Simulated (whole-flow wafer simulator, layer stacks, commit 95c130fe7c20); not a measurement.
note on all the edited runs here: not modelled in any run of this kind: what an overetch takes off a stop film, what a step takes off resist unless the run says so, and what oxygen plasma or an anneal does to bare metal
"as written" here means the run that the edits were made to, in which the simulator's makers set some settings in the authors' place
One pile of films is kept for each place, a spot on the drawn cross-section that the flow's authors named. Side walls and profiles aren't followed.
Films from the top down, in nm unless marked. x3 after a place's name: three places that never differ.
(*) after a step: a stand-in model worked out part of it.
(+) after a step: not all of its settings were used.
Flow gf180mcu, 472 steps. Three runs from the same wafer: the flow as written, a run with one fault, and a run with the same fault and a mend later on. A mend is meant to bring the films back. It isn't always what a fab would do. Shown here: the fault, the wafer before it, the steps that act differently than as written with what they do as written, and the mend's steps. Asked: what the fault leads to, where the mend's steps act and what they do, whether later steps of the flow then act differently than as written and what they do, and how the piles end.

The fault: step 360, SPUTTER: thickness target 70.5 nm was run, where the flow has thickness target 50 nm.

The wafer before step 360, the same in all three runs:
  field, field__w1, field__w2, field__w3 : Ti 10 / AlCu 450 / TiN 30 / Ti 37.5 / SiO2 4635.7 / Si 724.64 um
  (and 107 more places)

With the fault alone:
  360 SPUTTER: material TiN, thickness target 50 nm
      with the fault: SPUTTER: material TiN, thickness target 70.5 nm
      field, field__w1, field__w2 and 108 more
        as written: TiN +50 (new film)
        with the fault: TiN +70.5 (new film)
  Later steps of the flow that act differently than as written (3 more steps differ only slightly, by at most 2% or 0.5 nm, whichever is larger, and aren't shown):
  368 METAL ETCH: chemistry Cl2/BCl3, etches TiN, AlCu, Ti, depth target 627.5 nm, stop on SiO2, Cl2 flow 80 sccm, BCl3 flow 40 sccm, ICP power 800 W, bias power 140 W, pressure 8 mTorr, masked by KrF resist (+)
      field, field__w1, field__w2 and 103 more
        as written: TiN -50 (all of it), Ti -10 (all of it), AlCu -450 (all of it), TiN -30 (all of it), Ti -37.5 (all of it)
        with the fault: TiN -70.5 (all of it), Ti -10 (all of it), AlCu -450 (all of it), TiN -30 (all of it), Ti -37.5 (all of it)
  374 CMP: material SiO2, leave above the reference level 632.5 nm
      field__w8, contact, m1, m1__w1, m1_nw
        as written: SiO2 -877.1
        with the fault: SiO2 -897.6
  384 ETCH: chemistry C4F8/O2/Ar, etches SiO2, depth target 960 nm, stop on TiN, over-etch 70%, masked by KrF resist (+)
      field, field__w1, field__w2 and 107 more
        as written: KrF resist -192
        with the fault: KrF resist -187.7
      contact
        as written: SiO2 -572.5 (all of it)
        with the fault: SiO2 -552 (all of it)
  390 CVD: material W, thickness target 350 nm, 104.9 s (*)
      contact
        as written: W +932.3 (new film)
        with the fault: W +911.6 (new film)
  At the end the piles differ from the flow's by more than 2% or 0.5 nm, whichever is larger, at field__w8, contact, m1, m1__w1, m1_nw.
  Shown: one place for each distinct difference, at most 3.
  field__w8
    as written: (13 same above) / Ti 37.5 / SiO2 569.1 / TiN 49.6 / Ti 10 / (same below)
    with the fault: (13 same above) / Ti 37.5 / SiO2 548.6 / TiN 70.1 / Ti 10 / (same below)
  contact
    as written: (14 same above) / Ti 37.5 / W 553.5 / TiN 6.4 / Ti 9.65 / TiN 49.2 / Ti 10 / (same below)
    with the fault: (14 same above) / Ti 37.5 / W 532.8 / TiN 6.48 / Ti 9.77 / TiN 69.7 / Ti 10 / (same below)

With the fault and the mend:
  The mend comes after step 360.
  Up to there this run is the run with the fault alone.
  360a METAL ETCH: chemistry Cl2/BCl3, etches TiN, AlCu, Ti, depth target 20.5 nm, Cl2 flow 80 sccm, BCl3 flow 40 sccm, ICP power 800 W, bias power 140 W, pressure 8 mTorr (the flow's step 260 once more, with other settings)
      field, field__w1, field__w2 and 108 more
        TiN -20.5
  No later step of the flow acts differently than as written at any place that is followed.
  At the end the piles are the same as the flow's at every place that both follow.
